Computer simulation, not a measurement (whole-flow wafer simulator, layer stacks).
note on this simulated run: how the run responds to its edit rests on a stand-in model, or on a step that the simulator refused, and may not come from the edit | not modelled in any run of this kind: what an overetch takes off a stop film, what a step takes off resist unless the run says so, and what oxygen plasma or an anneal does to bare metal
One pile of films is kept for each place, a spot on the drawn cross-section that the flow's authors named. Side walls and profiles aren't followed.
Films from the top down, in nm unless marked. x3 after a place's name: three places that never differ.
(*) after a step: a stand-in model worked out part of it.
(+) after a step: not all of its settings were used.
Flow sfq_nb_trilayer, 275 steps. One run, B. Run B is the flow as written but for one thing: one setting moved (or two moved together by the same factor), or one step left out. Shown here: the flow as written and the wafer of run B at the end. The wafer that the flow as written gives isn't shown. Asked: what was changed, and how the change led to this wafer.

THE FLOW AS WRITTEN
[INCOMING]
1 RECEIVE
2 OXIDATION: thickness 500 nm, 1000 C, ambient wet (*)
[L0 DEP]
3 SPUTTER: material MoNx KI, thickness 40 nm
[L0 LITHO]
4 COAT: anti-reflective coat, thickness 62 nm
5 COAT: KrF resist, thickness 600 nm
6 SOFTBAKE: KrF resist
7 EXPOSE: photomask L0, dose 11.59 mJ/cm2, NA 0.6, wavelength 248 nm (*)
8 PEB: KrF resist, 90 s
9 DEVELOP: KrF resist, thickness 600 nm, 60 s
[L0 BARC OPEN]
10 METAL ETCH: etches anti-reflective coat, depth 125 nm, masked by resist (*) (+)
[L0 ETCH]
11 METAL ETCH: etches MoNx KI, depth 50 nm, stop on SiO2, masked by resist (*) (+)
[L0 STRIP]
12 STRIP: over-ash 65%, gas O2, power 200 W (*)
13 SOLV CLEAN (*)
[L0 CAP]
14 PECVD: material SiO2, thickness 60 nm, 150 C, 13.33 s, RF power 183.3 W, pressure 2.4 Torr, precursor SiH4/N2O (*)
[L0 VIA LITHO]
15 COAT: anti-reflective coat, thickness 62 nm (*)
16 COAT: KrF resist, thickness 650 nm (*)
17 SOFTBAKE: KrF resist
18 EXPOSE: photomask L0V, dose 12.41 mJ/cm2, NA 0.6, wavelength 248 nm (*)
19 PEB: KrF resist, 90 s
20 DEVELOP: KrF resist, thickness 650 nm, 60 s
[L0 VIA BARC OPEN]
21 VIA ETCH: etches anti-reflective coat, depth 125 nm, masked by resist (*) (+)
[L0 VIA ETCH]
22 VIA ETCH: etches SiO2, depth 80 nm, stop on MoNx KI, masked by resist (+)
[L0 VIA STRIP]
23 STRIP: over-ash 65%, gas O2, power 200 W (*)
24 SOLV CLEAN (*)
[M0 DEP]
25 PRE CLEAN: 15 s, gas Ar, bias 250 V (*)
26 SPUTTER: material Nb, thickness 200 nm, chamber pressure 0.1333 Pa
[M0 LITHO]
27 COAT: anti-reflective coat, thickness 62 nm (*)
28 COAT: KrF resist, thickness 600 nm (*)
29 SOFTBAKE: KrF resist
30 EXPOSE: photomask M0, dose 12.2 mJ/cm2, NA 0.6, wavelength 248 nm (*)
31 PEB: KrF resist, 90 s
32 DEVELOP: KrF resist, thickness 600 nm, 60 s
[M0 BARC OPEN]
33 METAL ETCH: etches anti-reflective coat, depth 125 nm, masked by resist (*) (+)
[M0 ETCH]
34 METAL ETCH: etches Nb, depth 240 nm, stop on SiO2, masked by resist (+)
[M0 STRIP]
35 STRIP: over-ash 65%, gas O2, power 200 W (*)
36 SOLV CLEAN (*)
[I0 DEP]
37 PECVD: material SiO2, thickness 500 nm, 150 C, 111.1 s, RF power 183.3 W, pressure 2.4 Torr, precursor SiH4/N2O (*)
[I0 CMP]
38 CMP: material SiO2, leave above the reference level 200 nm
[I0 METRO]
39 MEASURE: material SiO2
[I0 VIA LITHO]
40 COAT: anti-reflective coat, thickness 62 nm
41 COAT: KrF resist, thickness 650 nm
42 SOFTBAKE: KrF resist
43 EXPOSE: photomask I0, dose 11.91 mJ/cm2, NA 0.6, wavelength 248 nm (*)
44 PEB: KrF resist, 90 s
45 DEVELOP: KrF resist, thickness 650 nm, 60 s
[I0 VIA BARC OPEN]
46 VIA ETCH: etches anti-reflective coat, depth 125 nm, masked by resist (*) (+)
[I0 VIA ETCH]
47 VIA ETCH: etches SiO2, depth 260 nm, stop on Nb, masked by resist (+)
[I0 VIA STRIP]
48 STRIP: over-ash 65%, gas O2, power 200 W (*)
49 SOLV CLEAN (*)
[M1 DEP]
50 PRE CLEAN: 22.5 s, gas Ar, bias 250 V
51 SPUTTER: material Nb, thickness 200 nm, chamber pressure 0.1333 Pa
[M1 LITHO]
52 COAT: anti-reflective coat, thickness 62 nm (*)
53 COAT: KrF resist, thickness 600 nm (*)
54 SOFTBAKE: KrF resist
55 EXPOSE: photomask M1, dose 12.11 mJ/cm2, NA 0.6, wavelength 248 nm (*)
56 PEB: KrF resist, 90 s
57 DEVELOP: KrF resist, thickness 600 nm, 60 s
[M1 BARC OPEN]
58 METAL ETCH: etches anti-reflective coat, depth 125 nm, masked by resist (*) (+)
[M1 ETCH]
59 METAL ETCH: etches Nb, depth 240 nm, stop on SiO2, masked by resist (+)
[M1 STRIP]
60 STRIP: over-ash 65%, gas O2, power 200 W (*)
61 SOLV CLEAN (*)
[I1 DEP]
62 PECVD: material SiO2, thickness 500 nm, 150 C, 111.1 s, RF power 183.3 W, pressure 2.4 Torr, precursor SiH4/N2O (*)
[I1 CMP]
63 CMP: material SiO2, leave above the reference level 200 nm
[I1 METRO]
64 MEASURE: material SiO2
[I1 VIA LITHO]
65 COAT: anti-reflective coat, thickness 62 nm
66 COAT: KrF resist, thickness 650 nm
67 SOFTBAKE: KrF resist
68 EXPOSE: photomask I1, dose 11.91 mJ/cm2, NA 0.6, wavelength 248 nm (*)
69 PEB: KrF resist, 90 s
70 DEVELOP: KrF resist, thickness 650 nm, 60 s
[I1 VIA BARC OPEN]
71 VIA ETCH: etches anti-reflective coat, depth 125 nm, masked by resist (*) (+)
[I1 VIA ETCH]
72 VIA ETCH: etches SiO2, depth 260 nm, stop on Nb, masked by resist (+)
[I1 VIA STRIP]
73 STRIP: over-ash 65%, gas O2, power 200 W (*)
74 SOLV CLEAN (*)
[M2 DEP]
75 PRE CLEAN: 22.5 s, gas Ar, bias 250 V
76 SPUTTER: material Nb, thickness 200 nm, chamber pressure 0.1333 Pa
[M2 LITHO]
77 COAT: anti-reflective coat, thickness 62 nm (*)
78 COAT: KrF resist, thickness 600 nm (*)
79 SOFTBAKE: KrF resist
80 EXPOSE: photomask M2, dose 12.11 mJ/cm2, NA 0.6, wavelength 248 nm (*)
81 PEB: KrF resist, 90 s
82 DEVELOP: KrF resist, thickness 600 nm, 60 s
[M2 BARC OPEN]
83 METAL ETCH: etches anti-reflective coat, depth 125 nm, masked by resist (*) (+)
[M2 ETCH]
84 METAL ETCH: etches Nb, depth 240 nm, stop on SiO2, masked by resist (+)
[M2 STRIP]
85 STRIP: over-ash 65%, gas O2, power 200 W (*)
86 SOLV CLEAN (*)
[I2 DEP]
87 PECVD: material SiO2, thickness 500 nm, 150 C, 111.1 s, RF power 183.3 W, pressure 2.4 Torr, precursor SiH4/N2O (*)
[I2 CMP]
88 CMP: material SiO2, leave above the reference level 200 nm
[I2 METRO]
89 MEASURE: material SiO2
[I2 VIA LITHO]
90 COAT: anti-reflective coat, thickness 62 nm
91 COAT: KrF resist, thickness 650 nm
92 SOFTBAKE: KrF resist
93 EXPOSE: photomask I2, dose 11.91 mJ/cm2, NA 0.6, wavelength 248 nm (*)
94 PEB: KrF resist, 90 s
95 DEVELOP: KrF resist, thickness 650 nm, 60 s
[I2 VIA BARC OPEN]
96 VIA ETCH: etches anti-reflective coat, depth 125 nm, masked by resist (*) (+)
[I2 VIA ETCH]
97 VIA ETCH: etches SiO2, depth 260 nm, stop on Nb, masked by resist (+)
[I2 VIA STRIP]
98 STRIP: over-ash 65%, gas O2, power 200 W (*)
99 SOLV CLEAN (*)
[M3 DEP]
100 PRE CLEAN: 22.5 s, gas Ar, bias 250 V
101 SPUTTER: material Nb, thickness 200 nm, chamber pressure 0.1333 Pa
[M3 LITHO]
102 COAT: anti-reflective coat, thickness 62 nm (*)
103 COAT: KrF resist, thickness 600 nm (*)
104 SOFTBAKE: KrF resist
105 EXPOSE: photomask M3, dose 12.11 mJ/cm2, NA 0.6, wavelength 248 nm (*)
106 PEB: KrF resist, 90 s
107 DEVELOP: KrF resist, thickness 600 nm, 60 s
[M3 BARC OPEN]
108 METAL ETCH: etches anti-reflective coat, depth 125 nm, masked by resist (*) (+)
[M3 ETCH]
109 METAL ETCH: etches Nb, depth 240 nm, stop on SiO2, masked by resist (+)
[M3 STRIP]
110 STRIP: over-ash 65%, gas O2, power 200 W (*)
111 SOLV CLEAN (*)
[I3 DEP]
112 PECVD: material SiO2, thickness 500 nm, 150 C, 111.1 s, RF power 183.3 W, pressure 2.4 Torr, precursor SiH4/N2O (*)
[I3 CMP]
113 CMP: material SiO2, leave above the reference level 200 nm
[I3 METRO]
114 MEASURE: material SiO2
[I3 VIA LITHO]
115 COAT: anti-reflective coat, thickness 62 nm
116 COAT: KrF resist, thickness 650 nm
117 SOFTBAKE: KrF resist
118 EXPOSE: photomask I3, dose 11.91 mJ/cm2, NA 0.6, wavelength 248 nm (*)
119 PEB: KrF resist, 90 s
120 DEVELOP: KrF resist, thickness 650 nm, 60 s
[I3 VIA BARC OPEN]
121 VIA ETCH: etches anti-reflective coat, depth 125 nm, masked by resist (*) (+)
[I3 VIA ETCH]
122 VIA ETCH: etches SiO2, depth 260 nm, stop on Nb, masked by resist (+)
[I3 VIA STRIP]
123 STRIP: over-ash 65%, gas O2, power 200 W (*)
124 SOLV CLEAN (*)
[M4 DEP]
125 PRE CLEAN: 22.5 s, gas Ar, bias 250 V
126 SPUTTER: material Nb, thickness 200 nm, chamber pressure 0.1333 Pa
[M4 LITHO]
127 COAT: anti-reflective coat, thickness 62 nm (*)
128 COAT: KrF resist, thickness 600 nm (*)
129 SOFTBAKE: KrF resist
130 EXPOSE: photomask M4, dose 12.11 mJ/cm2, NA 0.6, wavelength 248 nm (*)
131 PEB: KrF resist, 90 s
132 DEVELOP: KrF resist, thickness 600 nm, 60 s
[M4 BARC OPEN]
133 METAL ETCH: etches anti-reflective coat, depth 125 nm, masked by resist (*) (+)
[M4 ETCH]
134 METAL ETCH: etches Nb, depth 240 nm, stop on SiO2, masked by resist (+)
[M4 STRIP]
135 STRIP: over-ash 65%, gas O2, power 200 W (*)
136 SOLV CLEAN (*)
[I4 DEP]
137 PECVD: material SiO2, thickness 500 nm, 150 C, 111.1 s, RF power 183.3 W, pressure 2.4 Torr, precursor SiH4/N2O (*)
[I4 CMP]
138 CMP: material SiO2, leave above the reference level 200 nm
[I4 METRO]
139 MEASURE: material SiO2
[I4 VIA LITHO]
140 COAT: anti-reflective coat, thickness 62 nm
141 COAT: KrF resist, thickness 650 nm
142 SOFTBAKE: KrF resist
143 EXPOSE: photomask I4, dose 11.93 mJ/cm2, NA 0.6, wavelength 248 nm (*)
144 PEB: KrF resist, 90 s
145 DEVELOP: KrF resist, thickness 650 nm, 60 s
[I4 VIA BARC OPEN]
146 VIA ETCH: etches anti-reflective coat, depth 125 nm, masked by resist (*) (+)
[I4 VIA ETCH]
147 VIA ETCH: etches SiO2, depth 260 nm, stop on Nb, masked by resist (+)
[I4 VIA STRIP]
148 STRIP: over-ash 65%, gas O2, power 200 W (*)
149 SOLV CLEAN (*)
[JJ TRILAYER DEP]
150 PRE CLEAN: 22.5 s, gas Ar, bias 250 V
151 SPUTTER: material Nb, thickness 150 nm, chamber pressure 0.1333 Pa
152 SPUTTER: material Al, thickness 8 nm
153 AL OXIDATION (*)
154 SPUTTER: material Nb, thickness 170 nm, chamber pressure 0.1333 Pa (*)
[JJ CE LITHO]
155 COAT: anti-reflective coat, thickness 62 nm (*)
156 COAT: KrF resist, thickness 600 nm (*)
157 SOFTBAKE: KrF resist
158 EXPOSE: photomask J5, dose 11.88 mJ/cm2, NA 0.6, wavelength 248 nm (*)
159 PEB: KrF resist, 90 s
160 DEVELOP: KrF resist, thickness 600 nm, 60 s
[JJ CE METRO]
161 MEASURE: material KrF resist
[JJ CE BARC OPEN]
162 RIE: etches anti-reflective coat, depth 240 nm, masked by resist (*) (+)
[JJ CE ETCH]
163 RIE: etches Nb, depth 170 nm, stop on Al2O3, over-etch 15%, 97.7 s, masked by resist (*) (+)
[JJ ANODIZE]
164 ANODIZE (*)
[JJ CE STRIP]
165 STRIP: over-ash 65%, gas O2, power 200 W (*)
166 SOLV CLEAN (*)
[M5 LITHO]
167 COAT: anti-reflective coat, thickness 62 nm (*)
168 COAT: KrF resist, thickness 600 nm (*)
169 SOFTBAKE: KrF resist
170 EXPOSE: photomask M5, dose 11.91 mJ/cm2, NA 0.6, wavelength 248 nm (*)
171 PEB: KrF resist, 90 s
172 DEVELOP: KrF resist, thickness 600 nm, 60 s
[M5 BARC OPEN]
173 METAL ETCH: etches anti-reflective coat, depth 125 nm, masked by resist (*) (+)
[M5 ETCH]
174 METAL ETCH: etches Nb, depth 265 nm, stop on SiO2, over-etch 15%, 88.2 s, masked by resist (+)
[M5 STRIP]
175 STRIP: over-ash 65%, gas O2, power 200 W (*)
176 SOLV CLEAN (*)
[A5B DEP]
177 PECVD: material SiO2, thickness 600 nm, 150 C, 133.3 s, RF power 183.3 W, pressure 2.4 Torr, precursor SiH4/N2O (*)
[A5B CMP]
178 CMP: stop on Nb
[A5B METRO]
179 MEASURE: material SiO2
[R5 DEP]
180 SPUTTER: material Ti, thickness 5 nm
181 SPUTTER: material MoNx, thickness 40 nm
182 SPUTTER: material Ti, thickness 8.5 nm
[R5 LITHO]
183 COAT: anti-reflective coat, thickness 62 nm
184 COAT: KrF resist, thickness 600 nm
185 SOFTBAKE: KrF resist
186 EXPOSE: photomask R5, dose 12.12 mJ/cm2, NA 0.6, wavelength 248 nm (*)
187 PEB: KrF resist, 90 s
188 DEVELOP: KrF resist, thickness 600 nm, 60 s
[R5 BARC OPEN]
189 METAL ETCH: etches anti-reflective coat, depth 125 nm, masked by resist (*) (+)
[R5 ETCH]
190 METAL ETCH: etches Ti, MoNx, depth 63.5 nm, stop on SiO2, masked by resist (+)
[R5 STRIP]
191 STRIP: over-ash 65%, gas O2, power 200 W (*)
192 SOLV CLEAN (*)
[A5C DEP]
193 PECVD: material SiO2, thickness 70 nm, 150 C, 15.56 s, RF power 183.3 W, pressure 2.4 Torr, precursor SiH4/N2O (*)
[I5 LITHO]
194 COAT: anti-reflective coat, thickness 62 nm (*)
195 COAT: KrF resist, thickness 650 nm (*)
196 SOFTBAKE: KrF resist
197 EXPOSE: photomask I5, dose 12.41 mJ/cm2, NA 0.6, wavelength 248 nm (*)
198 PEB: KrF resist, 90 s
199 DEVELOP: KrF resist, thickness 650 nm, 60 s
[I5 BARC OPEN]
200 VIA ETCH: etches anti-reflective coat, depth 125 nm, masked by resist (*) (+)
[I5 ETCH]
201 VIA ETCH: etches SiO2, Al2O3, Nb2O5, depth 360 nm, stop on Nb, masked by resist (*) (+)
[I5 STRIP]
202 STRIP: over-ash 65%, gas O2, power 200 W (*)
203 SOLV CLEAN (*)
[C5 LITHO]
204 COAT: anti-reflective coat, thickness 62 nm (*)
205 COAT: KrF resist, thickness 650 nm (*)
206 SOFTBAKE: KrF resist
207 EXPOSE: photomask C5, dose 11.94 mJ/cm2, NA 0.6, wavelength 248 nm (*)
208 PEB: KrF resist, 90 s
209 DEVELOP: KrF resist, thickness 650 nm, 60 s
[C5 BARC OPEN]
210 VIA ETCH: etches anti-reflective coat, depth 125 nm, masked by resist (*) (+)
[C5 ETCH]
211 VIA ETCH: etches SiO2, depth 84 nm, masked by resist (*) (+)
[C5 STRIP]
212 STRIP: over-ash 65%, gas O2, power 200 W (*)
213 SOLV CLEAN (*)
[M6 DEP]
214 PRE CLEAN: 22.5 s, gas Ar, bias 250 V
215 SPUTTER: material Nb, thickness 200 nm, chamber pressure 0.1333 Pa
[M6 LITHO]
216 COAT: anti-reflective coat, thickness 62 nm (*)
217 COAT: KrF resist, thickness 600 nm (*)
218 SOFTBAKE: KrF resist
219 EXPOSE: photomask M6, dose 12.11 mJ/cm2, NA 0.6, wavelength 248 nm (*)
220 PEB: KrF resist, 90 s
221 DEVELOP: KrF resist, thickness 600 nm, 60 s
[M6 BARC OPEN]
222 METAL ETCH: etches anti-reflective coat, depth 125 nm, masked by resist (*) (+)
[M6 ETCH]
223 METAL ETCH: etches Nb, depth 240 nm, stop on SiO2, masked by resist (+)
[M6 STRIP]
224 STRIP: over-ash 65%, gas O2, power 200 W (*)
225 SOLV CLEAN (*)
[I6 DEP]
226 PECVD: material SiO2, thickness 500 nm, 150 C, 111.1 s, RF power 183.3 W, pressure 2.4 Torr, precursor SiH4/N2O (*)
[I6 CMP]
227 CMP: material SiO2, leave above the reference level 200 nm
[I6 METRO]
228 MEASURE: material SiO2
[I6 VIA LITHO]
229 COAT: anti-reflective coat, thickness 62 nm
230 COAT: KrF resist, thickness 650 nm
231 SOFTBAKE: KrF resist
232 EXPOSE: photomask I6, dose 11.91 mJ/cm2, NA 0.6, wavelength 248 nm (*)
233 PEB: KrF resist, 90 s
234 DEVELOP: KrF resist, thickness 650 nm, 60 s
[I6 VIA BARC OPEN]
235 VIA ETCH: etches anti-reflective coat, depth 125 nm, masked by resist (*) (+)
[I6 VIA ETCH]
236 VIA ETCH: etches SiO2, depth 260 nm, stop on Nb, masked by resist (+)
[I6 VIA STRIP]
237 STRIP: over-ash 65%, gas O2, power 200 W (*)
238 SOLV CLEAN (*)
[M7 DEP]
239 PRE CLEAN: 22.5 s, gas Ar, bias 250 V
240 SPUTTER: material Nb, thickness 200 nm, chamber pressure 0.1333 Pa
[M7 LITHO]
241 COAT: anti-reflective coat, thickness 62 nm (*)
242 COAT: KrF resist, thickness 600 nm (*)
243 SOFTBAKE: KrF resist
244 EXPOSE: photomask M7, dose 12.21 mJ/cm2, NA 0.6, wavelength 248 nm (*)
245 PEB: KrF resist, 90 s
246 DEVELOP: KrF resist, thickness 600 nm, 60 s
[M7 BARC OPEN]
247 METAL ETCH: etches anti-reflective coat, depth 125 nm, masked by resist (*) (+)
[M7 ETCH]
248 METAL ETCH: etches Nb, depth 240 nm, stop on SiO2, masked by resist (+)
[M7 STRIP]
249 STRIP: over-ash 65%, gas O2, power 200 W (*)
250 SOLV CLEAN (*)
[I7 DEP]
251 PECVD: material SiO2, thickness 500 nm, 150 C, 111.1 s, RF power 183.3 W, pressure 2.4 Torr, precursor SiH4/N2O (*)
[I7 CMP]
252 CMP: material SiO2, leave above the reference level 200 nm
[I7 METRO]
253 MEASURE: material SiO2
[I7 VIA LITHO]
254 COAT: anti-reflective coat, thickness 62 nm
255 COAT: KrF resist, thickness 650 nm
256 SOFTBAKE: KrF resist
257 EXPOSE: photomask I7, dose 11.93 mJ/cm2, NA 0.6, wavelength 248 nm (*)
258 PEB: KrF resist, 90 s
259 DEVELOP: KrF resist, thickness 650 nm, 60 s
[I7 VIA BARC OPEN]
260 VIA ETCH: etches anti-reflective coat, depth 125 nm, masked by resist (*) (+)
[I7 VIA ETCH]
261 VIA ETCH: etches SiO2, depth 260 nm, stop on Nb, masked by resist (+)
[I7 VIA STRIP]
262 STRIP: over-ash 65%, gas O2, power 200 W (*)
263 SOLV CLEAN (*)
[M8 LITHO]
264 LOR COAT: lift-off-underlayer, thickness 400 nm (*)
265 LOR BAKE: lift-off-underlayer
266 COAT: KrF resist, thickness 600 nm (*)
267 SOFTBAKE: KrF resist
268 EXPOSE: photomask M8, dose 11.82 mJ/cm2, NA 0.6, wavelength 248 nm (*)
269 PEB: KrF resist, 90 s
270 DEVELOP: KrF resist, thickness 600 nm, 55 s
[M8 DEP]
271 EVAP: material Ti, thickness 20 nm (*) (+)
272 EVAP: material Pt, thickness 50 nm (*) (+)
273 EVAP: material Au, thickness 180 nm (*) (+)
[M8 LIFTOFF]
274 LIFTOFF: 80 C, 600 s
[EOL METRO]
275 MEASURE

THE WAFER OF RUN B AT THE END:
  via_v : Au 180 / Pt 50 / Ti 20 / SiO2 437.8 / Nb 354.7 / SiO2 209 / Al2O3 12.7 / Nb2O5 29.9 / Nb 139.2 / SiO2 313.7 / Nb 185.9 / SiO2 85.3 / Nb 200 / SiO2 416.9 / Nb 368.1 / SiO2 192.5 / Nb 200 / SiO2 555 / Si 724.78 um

The cause: step 122, VIA ETCH: depth 107 nm was run, where the flow has depth 260 nm.

How the change led to this, step by step:
  122 VIA ETCH: etches SiO2, depth 260 nm, stop on Nb, masked by resist (+)
      via_v: SiO2 -107 (as written it would be: SiO2 -199.8 (all of it))
      field_l, v_sur, via_wl and 102 more: KrF resist -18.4 (as written it would be: KrF resist -44.8)
  123 STRIP: over-ash 65%, gas O2, power 200 W (*)
      field_l, v_sur, via_wl and 102 more: KrF resist -555 (all of it), anti-reflective coat -62 (all of it) (as written it would be: KrF resist -528.6 (all of it), anti-reflective coat -62 (all of it))
  125 PRE CLEAN: 22.5 s, gas Ar, bias 250 V
      via_v: SiO2 -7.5 (as written it would be: Nb -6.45)
  126 SPUTTER: material Nb, thickness 200 nm, chamber pressure 0.1333 Pa
      via_v: Nb +185.9 (new film) (as written it would be: Nb +165.5)
  127 COAT: anti-reflective coat, thickness 62 nm (*)
      via_sp: anti-reflective coat +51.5 (new film) (as written it would be: anti-reflective coat +53 (new film))
      via_v: anti-reflective coat +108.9 (new film) (as written it would be: anti-reflective coat +124.8 (new film))
      (and at 1 more place)
  128 COAT: KrF resist, thickness 600 nm (*)
      via_v: KrF resist +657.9 (new film) (as written it would be: KrF resist +739.8 (new film))
  135 STRIP: over-ash 65%, gas O2, power 200 W (*)
      via_sp: KrF resist -382.6 (all of it), anti-reflective coat -51.5 (all of it) (as written it would be: KrF resist -373.9 (all of it), anti-reflective coat -53 (all of it))
      via_v: KrF resist -440.1 (all of it), anti-reflective coat -108.9 (all of it) (as written it would be: KrF resist -521.8 (all of it), anti-reflective coat -124.8 (all of it))
      (and at 1 more place)
  137 PECVD: material SiO2, thickness 500 nm, 150 C, 111.1 s, RF power 183.3 W, pressure 2.4 Torr, precursor SiH4/N2O (*)
      via_v: SiO2 +500 (new film) (as written it would be: SiO2 +615 (new film))
Counting metal films that touch as one body, via_v has 7 bodies (between them, from the top down: SiO2 437.8; SiO2 209 / Al2O3 12.7 / Nb2O5 29.9; SiO2 313.7; SiO2 85.3; SiO2 416.9; SiO2 192.5); the flow as written gives 6 bodies (between them, from the top down: SiO2 437.8; SiO2 209 / Al2O3 12.7 / Nb2O5 29.9; SiO2 425.9; SiO2 416.9; SiO2 192.5).
